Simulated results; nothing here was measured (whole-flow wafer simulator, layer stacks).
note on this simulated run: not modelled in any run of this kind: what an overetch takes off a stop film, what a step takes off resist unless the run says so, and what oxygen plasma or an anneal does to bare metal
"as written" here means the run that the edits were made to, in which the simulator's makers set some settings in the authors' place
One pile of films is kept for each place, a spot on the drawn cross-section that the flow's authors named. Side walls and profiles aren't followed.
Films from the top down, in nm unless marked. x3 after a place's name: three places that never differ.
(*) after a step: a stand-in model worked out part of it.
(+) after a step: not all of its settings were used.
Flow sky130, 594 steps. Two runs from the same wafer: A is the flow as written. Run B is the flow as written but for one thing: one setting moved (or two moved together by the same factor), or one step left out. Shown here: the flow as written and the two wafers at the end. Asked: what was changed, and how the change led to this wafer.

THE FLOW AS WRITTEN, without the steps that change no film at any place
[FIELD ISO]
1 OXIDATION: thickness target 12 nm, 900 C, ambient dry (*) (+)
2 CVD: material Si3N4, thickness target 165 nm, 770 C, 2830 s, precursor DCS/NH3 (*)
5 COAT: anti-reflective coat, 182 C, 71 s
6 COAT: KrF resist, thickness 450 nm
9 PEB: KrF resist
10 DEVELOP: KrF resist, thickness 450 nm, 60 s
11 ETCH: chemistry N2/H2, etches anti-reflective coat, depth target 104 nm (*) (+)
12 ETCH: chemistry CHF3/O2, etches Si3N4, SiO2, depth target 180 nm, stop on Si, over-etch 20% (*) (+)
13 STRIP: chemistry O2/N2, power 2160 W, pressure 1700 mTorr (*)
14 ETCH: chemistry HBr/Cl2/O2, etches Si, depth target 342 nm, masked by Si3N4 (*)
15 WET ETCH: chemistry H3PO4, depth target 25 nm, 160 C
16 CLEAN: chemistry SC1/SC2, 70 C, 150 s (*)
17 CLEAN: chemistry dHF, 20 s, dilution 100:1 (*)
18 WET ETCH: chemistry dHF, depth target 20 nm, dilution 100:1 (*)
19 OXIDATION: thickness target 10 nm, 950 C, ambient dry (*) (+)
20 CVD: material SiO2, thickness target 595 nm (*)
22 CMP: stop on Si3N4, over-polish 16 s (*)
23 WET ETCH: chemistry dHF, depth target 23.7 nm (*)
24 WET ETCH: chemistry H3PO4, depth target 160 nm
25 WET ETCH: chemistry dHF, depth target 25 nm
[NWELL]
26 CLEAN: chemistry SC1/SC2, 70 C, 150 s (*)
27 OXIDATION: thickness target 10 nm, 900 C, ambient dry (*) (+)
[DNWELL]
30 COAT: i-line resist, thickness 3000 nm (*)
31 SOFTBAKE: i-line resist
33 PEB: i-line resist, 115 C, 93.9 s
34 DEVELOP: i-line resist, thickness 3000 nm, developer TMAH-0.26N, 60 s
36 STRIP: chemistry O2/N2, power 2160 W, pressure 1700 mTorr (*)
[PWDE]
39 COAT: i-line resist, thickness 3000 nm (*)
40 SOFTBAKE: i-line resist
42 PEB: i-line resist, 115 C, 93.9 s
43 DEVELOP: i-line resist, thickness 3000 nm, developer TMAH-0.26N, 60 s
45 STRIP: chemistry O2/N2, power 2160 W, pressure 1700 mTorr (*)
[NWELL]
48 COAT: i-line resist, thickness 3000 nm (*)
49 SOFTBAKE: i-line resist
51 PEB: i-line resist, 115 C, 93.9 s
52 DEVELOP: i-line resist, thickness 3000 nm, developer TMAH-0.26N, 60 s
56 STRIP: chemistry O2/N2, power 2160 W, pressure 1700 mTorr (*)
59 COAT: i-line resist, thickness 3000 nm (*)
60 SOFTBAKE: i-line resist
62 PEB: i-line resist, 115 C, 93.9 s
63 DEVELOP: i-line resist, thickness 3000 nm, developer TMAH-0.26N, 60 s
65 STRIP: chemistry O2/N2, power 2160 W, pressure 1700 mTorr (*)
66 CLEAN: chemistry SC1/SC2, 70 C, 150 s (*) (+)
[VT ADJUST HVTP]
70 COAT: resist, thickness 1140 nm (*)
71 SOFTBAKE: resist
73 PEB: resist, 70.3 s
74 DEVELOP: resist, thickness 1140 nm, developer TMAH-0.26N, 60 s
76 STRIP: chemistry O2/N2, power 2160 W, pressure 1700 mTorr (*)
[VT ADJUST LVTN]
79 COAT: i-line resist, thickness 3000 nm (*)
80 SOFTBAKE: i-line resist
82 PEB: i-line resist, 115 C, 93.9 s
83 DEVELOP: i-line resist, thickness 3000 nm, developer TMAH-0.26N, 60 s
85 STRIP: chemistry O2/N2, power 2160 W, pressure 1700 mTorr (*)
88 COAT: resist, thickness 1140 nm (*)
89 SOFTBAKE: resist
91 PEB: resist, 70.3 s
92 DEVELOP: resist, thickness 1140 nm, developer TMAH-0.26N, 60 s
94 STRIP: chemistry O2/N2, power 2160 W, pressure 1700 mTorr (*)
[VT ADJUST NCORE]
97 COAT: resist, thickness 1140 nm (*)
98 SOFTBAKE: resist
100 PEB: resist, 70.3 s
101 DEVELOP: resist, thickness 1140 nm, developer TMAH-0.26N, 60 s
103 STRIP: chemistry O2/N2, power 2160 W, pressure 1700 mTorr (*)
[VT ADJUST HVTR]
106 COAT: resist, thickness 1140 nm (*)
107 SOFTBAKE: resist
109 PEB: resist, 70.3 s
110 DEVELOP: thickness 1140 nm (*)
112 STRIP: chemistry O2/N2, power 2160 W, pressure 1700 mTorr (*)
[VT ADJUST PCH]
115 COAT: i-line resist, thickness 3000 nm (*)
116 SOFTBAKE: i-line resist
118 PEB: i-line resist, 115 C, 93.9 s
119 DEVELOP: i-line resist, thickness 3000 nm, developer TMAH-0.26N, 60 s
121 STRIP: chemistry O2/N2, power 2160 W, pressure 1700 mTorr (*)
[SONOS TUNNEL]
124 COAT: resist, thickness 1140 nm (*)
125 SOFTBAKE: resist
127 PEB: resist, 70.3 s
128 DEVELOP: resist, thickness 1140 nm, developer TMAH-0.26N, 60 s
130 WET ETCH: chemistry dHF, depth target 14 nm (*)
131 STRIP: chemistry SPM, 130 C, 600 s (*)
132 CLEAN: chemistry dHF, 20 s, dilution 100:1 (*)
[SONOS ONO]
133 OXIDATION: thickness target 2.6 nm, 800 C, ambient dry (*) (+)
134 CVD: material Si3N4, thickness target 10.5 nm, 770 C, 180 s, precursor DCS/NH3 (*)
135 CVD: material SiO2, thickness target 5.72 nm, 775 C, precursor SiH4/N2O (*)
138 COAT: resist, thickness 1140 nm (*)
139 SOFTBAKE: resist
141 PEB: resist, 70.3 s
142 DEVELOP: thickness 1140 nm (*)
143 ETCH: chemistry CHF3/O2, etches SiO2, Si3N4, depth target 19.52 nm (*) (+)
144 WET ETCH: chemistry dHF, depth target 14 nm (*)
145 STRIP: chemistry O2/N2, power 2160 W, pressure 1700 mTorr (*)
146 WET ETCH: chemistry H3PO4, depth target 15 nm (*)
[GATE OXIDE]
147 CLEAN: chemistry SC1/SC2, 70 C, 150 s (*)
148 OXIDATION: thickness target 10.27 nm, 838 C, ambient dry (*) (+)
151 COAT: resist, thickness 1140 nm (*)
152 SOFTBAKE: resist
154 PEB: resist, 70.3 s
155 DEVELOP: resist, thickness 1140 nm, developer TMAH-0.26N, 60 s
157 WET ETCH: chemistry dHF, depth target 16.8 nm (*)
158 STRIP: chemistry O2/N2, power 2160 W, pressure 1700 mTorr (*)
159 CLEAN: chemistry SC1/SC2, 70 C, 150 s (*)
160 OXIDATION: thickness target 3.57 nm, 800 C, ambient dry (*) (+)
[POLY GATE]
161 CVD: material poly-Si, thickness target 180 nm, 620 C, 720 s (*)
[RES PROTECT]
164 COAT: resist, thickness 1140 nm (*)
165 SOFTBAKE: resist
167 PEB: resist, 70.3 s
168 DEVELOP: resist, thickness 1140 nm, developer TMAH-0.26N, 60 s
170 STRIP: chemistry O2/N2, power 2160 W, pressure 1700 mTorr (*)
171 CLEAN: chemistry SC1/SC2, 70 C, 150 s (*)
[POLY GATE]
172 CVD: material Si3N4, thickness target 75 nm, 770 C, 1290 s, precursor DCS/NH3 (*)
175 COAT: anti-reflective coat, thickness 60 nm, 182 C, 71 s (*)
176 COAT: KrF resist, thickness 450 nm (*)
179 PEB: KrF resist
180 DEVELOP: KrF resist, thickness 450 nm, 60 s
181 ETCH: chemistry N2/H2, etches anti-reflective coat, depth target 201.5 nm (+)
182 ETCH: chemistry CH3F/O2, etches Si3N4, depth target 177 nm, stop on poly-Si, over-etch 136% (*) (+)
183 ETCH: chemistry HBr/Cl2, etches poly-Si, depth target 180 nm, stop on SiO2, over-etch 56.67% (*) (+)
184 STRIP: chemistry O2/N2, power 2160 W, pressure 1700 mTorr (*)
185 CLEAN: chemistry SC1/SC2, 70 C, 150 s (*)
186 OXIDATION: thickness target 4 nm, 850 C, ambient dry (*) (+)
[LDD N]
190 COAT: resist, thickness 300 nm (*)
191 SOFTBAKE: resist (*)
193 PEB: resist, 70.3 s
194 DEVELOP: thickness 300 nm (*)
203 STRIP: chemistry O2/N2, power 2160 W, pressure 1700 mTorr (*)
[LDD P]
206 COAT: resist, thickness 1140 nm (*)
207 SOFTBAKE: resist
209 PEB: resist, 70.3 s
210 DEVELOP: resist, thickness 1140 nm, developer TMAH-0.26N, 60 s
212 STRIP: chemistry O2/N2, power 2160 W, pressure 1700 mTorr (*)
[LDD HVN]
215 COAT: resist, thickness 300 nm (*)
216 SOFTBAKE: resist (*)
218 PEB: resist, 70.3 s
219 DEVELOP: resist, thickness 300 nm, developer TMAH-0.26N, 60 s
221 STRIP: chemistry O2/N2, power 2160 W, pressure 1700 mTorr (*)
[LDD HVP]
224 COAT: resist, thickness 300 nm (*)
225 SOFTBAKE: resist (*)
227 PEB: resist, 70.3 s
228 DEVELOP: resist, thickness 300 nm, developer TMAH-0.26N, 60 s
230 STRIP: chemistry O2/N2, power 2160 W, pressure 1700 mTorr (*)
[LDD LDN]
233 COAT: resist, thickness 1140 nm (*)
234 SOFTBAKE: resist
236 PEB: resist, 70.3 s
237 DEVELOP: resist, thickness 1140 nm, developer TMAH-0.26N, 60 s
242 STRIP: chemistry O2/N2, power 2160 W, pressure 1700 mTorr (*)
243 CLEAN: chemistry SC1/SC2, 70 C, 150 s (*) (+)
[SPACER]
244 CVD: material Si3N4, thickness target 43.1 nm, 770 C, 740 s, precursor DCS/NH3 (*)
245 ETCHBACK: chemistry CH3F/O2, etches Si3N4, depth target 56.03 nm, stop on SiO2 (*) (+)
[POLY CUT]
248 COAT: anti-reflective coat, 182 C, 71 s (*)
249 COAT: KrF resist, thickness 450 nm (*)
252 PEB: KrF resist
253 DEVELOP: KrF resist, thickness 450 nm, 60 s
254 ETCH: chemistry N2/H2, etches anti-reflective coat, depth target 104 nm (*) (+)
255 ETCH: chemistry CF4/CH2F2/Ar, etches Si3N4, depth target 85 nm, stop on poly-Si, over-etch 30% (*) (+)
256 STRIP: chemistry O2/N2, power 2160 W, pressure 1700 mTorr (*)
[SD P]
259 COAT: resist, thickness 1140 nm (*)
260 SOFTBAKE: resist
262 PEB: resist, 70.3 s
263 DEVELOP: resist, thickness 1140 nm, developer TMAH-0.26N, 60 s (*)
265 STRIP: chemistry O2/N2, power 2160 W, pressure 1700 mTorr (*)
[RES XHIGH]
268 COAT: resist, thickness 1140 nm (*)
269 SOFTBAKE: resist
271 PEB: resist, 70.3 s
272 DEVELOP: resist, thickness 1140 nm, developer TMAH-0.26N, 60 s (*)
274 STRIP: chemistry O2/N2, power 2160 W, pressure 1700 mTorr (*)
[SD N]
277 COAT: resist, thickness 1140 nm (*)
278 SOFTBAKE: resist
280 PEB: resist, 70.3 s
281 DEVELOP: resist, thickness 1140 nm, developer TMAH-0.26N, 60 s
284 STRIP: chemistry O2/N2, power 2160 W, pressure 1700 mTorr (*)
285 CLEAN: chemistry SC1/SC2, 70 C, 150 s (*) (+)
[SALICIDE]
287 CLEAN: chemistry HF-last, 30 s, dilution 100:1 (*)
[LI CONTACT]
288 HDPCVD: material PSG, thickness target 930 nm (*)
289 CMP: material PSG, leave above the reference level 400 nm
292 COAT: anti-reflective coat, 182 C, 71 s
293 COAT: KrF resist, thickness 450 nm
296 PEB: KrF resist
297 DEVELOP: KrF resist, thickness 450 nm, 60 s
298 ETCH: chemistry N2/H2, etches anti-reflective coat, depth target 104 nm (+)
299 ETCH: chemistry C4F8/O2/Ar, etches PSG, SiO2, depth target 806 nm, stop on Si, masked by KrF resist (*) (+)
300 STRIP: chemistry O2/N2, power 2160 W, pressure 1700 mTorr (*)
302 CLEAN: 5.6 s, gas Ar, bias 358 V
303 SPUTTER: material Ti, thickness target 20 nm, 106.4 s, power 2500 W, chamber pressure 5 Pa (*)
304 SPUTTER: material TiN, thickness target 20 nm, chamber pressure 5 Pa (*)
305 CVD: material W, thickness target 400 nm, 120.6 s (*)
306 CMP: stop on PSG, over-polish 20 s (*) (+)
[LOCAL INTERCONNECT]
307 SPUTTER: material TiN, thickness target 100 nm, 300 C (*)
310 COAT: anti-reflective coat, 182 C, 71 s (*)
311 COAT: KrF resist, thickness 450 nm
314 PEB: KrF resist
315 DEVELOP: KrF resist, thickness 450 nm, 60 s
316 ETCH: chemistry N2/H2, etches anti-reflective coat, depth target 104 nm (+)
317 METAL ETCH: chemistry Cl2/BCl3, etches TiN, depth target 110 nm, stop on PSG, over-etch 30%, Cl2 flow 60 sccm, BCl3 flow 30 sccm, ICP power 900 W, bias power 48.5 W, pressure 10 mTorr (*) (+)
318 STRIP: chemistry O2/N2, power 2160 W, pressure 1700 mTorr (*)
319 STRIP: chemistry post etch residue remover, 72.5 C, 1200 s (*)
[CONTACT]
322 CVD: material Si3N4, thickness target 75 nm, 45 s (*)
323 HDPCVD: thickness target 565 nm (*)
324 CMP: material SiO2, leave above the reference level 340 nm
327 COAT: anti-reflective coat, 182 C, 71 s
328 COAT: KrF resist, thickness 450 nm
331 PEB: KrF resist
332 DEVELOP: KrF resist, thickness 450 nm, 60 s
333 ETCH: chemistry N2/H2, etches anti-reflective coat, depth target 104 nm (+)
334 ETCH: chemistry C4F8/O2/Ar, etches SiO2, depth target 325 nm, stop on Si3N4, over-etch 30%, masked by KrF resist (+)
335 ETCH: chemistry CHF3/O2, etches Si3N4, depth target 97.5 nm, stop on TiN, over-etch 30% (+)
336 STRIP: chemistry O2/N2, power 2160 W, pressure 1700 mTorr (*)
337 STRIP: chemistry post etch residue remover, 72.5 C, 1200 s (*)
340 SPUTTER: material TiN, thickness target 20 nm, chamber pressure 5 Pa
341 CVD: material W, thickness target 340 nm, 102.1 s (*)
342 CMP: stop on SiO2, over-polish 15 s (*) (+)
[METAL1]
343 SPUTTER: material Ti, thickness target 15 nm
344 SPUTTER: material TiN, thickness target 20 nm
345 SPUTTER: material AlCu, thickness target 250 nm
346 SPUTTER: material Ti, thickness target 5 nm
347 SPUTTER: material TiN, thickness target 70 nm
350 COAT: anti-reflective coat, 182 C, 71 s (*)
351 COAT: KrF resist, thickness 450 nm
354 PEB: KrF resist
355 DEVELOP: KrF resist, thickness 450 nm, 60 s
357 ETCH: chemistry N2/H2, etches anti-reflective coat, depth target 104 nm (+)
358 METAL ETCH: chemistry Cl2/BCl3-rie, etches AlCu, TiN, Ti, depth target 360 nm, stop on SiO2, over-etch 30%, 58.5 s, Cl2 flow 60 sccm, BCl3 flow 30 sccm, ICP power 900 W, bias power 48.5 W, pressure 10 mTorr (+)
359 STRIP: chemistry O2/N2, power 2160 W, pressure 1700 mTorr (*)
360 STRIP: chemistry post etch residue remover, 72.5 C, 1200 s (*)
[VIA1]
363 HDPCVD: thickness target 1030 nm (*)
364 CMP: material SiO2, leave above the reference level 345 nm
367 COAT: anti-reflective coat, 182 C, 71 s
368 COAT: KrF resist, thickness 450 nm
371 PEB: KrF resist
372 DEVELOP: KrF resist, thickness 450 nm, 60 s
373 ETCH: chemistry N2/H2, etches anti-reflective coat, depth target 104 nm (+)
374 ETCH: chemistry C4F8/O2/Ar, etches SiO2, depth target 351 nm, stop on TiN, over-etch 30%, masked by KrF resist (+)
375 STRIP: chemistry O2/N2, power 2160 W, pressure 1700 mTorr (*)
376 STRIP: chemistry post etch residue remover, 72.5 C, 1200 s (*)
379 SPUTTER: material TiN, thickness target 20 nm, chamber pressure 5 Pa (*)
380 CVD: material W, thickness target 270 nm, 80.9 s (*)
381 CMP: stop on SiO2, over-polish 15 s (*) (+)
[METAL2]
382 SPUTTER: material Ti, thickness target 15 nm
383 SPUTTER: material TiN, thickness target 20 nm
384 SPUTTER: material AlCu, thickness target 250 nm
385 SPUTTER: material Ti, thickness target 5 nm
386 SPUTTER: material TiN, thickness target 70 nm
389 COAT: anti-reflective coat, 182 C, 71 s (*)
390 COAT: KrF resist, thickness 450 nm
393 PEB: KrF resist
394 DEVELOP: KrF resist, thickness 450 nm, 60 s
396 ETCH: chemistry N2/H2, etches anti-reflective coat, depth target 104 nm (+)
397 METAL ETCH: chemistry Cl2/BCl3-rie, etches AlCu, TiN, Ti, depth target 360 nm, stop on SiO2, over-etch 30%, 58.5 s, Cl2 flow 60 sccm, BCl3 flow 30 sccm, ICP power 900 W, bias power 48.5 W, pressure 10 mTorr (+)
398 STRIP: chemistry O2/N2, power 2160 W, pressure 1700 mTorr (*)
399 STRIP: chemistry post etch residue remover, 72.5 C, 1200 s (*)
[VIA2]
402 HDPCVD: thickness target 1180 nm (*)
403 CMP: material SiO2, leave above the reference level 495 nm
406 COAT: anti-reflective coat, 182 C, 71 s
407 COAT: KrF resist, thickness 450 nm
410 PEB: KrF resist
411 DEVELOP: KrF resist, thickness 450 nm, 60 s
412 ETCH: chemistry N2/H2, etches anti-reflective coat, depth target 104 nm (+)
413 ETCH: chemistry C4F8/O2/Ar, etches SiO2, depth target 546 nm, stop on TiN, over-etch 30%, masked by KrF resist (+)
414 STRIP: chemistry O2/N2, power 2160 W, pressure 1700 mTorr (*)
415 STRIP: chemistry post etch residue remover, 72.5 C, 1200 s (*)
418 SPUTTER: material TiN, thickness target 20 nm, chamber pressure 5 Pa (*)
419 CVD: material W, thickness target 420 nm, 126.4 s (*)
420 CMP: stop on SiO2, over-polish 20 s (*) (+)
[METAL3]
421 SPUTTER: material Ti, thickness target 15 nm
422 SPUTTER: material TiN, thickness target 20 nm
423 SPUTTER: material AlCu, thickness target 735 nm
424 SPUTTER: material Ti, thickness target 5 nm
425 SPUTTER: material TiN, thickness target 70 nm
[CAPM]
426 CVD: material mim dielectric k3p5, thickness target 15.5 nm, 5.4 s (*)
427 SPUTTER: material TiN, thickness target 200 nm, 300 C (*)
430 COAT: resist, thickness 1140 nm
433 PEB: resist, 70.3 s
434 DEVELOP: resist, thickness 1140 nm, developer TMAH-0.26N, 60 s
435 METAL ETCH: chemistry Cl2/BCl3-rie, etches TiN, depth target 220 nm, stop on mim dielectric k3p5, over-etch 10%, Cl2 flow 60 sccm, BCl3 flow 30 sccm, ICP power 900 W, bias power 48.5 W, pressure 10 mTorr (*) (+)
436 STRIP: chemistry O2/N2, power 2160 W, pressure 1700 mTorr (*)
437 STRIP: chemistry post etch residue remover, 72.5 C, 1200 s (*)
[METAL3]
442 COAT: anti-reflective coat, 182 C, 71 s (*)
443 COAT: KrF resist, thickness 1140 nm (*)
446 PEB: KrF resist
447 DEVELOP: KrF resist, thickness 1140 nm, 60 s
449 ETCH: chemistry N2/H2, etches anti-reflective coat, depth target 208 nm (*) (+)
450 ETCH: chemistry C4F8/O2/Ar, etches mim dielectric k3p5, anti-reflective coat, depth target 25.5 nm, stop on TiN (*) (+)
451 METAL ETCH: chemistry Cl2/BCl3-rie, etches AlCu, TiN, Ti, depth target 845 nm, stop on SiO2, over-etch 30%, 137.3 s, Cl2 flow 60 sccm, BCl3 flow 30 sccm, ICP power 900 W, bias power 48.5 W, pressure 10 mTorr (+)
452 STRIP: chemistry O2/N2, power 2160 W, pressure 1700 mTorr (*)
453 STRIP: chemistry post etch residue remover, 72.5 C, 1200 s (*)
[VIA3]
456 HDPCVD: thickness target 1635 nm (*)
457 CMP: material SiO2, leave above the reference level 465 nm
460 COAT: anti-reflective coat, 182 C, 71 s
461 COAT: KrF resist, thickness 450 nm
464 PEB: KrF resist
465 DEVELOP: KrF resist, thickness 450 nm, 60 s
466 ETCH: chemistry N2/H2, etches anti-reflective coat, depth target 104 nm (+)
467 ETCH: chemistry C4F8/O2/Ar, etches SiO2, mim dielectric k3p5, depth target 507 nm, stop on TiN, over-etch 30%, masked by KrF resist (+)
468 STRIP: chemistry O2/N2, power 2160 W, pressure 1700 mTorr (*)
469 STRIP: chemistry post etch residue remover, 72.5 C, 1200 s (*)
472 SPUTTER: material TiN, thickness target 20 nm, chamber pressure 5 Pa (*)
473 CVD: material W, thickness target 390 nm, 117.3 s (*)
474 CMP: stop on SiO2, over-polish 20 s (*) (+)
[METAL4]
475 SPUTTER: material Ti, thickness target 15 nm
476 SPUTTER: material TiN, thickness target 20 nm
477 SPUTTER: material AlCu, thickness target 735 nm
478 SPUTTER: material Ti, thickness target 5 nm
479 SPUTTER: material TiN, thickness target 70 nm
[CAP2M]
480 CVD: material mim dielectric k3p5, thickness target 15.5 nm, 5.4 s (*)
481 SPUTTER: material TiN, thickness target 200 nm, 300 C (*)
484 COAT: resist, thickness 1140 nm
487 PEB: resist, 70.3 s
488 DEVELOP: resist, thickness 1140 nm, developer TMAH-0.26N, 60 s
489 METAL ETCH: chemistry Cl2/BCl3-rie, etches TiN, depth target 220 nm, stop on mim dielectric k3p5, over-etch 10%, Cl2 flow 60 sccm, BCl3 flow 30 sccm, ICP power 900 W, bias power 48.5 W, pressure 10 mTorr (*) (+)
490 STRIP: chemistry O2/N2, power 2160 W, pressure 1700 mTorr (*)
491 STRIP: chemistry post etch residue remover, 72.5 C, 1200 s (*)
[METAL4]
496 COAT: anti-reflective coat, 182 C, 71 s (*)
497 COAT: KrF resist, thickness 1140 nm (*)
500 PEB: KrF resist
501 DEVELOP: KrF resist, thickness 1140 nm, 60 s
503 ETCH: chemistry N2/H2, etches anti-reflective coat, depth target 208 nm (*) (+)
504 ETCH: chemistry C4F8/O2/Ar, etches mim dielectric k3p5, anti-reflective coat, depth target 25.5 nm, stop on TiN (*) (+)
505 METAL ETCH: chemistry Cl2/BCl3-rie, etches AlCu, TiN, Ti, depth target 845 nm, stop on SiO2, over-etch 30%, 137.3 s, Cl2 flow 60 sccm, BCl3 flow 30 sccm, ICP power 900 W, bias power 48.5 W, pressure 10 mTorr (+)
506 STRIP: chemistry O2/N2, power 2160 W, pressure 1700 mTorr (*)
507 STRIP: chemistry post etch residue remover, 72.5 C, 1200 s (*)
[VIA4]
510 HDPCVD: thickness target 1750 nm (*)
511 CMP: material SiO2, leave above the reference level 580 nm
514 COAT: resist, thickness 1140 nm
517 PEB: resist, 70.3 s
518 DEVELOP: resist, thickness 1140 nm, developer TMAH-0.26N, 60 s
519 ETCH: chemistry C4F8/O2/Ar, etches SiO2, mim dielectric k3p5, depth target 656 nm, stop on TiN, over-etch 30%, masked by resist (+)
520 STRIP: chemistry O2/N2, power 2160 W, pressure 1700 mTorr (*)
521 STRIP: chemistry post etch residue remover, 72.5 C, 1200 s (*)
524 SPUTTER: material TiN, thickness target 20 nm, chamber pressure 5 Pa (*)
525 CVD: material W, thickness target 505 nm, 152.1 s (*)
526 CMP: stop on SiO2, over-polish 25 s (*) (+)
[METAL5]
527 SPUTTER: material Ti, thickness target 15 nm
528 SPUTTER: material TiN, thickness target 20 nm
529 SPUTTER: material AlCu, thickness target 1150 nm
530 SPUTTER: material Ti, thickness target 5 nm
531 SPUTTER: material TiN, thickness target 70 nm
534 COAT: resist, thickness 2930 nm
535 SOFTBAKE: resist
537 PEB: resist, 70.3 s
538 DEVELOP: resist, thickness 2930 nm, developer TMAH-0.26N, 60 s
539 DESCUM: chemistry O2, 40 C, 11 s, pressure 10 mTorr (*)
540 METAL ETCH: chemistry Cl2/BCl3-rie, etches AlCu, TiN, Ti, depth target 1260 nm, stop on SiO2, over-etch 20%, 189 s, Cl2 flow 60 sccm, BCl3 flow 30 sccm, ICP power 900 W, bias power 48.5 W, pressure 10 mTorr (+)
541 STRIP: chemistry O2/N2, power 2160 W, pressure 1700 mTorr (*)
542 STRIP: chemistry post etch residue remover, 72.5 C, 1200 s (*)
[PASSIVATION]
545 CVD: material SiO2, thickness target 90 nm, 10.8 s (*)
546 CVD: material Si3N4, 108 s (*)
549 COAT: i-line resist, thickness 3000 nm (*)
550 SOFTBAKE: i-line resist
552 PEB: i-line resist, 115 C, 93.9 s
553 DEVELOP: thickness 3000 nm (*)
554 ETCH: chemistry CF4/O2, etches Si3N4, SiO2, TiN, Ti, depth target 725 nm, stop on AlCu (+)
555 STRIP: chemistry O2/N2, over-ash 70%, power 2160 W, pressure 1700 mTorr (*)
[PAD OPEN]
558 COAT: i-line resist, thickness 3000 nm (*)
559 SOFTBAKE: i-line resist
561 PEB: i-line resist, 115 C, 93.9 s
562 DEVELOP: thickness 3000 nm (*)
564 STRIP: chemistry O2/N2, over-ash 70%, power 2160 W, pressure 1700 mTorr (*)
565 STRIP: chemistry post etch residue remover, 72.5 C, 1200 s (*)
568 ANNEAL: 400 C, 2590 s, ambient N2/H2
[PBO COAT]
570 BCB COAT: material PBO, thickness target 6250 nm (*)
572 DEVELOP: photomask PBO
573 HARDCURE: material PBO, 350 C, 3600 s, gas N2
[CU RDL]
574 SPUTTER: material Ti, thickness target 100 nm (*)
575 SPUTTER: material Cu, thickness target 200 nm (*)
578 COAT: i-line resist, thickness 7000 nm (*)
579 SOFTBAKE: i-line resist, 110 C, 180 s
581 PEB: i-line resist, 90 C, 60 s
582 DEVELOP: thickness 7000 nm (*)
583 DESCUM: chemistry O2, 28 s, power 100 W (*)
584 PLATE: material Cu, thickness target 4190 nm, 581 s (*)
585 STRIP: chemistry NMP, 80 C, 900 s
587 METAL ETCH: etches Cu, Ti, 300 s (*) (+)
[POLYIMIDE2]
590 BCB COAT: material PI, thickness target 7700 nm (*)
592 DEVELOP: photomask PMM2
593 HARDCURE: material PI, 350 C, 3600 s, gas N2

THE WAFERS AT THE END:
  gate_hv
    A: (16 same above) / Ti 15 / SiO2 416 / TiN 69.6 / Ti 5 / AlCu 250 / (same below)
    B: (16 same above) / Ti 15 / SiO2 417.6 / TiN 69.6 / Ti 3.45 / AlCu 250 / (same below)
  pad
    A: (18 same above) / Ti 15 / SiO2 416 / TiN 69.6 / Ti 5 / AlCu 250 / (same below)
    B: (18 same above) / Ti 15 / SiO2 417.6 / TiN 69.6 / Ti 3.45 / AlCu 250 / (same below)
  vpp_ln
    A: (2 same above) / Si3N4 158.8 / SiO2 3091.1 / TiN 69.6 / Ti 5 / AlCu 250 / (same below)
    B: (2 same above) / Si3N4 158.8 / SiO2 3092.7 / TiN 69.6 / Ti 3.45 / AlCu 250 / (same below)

The cause: step 385, SPUTTER: thickness target 3.45 nm was run, where the flow has thickness target 5 nm.
It can be read off the wafer: gate_hv has Ti 3.45, and step 385 as written asks for 5 nm.

How the change led to this, step by step:
  385 SPUTTER: material Ti, thickness target 5 nm
      field, active, n_well and 188 more: A Ti +5 (new film) | B Ti +3.45 (new film)
  397 METAL ETCH: chemistry Cl2/BCl3-rie, etches AlCu, TiN, Ti, depth target 360 nm, stop on SiO2, over-etch 30%, 58.5 s, Cl2 flow 60 sccm, BCl3 flow 30 sccm, ICP power 900 W, bias power 48.5 W, pressure 10 mTorr (+)
      field, active, gate and 82 more: A TiN -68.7 (all of it), Ti -5 (all of it), AlCu -250 (all of it), TiN -20 (all of it), Ti -15 (all of it), SiO2 -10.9 | B TiN -68.7 (all of it), Ti -3.45 (all of it), AlCu -250 (all of it), TiN -20 (all of it), Ti -15 (all of it), SiO2 -11.1
